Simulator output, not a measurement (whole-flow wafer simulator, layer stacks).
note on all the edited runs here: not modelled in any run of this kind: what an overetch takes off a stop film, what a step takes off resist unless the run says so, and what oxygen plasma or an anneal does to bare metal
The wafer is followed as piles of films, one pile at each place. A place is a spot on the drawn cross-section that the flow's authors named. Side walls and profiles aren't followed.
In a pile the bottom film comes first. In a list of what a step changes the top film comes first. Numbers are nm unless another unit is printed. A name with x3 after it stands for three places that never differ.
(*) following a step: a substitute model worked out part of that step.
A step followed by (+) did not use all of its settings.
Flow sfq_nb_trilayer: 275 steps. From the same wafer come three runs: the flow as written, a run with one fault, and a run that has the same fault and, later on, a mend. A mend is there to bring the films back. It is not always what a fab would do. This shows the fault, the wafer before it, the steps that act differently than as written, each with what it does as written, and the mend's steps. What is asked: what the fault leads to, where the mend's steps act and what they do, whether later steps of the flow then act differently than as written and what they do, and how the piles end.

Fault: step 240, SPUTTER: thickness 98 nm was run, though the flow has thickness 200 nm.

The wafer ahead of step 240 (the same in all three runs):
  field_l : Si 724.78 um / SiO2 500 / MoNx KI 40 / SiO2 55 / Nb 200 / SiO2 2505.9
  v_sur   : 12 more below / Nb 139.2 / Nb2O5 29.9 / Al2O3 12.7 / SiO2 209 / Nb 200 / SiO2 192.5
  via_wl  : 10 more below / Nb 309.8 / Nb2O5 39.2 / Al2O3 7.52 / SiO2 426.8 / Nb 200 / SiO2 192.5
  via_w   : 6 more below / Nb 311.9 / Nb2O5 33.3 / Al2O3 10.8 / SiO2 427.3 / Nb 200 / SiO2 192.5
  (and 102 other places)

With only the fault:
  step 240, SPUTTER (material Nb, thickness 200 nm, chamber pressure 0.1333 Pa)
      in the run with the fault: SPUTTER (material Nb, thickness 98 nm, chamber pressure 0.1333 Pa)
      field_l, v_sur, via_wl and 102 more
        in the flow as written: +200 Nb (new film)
        in the run with the fault: +98 Nb (new film)
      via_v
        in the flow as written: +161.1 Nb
        in the run with the fault: +78.8 Nb
  Steps later in the flow that act otherwise than as written (3 other steps are not shown; they differ only slightly, by no more than 2% or 0.5 nm, whichever is larger):
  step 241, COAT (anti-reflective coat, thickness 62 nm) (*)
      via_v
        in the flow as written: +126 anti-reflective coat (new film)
        in the run with the fault: +120.2 anti-reflective coat (new film)
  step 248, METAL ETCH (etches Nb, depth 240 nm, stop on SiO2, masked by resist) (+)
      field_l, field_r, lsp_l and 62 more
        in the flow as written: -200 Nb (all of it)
        in the run with the fault: -98 Nb (all of it)
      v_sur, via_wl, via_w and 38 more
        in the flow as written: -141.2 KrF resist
        in the run with the fault: -86.5 KrF resist
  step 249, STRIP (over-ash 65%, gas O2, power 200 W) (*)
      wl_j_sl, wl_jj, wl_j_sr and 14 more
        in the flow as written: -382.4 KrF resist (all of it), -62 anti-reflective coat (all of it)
        in the run with the fault: -437.1 KrF resist (all of it), -62 anti-reflective coat (all of it)
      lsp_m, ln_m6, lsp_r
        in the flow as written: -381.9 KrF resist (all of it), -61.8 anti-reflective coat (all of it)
        in the run with the fault: -436.7 KrF resist (all of it), -61.8 anti-reflective coat (all of it)
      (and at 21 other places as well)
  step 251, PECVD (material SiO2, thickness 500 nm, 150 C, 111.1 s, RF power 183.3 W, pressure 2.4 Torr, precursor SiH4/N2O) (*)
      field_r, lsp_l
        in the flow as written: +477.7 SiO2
        in the run with the fault: +489.1 SiO2
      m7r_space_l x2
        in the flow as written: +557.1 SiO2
        in the run with the fault: +500 SiO2
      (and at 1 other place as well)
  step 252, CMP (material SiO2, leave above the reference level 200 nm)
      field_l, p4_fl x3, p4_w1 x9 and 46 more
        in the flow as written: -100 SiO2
        in the run with the fault: -202 SiO2
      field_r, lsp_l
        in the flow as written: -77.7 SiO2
        in the run with the fault: -191.1 SiO2
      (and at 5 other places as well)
  By the end, the piles at field_l, v_sur, via_wl and 103 more depart from the flow's by more than 2% or 0.5 nm, whichever is larger.
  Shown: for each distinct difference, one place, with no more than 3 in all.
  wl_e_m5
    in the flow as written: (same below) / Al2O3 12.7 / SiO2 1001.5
    in the run with the fault: (same below) / Al2O3 12.7 / SiO2 899.5
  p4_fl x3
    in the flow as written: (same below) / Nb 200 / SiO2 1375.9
    in the run with the fault: (same below) / Nb 200 / SiO2 1273.9
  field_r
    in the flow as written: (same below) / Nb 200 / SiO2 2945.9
    in the run with the fault: (same below) / Nb 200 / SiO2 2843.9

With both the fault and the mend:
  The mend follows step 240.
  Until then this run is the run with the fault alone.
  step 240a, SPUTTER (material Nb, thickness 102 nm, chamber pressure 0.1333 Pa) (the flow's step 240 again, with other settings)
      field_l, v_sur, via_wl and 102 more
        +102 Nb
      via_v
        +79.8 Nb
  None of the later steps of the flow differs from how it acts as written, at any place that is followed, by more than 2% or 0.5 nm, whichever is larger.
  The piles end only slightly different from the flow's at the places that both follow, by no more than 2% or 0.5 nm, whichever is larger.
